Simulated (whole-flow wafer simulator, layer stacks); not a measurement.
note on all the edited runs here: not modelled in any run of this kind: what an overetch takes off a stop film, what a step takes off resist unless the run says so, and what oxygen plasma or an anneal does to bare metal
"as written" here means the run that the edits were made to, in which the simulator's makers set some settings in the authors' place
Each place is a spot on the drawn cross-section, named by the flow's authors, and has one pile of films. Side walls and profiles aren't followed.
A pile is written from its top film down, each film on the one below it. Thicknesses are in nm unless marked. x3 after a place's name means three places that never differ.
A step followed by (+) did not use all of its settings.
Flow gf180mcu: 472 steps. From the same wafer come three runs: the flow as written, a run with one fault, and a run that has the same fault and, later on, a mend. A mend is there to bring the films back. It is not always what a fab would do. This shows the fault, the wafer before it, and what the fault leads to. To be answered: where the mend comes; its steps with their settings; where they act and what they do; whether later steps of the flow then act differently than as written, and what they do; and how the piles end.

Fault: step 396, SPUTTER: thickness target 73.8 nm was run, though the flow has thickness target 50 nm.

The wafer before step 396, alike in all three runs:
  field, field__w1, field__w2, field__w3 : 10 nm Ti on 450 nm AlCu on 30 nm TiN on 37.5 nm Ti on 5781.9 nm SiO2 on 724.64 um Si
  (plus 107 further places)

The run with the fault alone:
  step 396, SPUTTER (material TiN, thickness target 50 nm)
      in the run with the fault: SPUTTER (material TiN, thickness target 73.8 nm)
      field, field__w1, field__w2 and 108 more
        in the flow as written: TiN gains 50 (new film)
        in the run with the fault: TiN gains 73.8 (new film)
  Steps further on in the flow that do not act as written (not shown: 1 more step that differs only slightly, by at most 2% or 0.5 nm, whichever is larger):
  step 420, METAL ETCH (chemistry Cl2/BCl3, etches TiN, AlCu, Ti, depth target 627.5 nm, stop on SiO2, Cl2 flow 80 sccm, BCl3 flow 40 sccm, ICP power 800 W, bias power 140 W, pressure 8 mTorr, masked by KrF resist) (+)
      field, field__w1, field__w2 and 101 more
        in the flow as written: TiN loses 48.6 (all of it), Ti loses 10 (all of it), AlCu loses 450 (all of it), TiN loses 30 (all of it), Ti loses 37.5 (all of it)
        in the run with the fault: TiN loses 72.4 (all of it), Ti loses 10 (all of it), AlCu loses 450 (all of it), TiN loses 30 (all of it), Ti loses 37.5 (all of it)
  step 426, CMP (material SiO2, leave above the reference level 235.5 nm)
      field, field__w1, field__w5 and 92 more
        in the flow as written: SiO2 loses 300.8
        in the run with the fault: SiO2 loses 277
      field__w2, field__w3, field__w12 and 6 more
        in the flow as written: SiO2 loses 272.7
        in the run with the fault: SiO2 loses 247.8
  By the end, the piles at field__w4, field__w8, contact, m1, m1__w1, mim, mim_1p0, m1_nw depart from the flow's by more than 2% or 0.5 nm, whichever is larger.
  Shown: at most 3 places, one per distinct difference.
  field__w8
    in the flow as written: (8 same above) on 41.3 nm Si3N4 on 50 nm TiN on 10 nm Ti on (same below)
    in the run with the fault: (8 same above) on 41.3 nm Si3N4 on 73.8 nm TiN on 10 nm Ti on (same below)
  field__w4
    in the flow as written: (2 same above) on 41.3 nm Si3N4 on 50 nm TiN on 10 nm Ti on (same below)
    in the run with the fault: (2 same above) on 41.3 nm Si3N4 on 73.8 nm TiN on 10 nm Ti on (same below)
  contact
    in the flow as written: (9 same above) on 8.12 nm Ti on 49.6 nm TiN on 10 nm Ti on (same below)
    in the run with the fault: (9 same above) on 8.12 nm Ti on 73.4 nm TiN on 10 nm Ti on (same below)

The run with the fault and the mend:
  The mend follows step 396.
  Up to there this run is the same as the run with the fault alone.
  step 396a, METAL ETCH (chemistry Cl2/BCl3, etches TiN, AlCu, Ti, depth target 23.8 nm, Cl2 flow 80 sccm, BCl3 flow 40 sccm, ICP power 800 W, bias power 140 W, pressure 8 mTorr) (a further turn of the flow's step 260, with different settings)
      field, field__w1, field__w2 and 108 more
        TiN loses 23.8
  Later steps of the flow that are run all act as written at every place that is followed.
  At every place that both follow, the piles at the end match the flow's.
